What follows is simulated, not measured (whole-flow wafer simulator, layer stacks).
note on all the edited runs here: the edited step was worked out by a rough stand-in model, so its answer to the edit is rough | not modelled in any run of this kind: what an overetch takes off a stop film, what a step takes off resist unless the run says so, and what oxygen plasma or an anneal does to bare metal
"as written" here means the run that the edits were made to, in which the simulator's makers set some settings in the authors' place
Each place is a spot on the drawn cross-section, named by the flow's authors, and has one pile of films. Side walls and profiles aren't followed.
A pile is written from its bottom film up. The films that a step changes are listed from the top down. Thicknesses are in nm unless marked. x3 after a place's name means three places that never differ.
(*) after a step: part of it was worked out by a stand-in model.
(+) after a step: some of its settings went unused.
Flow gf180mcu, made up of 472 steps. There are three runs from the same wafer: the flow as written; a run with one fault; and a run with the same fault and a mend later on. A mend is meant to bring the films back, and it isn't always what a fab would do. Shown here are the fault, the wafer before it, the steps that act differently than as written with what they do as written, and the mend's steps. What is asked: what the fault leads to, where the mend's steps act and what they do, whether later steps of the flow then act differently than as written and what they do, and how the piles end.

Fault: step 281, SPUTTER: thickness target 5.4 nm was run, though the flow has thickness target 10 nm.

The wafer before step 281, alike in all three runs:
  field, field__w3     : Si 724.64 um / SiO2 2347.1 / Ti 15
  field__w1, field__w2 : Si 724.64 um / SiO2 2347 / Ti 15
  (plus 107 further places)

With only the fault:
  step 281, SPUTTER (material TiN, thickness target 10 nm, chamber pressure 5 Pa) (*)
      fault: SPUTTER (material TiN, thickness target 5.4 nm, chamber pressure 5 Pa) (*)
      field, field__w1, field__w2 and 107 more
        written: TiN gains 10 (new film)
        fault: TiN gains 5.4 (new film)
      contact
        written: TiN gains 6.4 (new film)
        fault: TiN gains 3.46 (new film)
  Steps further on in the flow that do not act as written (not shown: 1 more step that differs only slightly, by at most 2% or 0.5 nm, whichever is larger):
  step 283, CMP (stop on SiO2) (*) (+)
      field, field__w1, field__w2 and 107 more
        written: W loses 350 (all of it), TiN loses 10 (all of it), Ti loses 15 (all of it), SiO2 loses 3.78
        fault: W loses 350 (all of it), TiN loses 5.4 (all of it), Ti loses 15 (all of it), SiO2 loses 3.74
  The piles end different from the flow's at contact by more than 2% or 0.5 nm, whichever is larger.
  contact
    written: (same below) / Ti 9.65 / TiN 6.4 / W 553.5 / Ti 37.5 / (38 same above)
    fault: (same below) / Ti 9.65 / TiN 3.46 / W 556.5 / Ti 37.5 / (38 same above)

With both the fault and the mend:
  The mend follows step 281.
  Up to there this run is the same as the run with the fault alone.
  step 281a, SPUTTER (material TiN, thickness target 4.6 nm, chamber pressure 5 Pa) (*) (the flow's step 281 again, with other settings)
      field, field__w1, field__w2 and 107 more
        TiN gains 4.6
      contact
        TiN gains 2.94
  Every later step of the flow that is run acts as written at every place that is followed.
  The piles end the same as the flow's at every place that both follow.
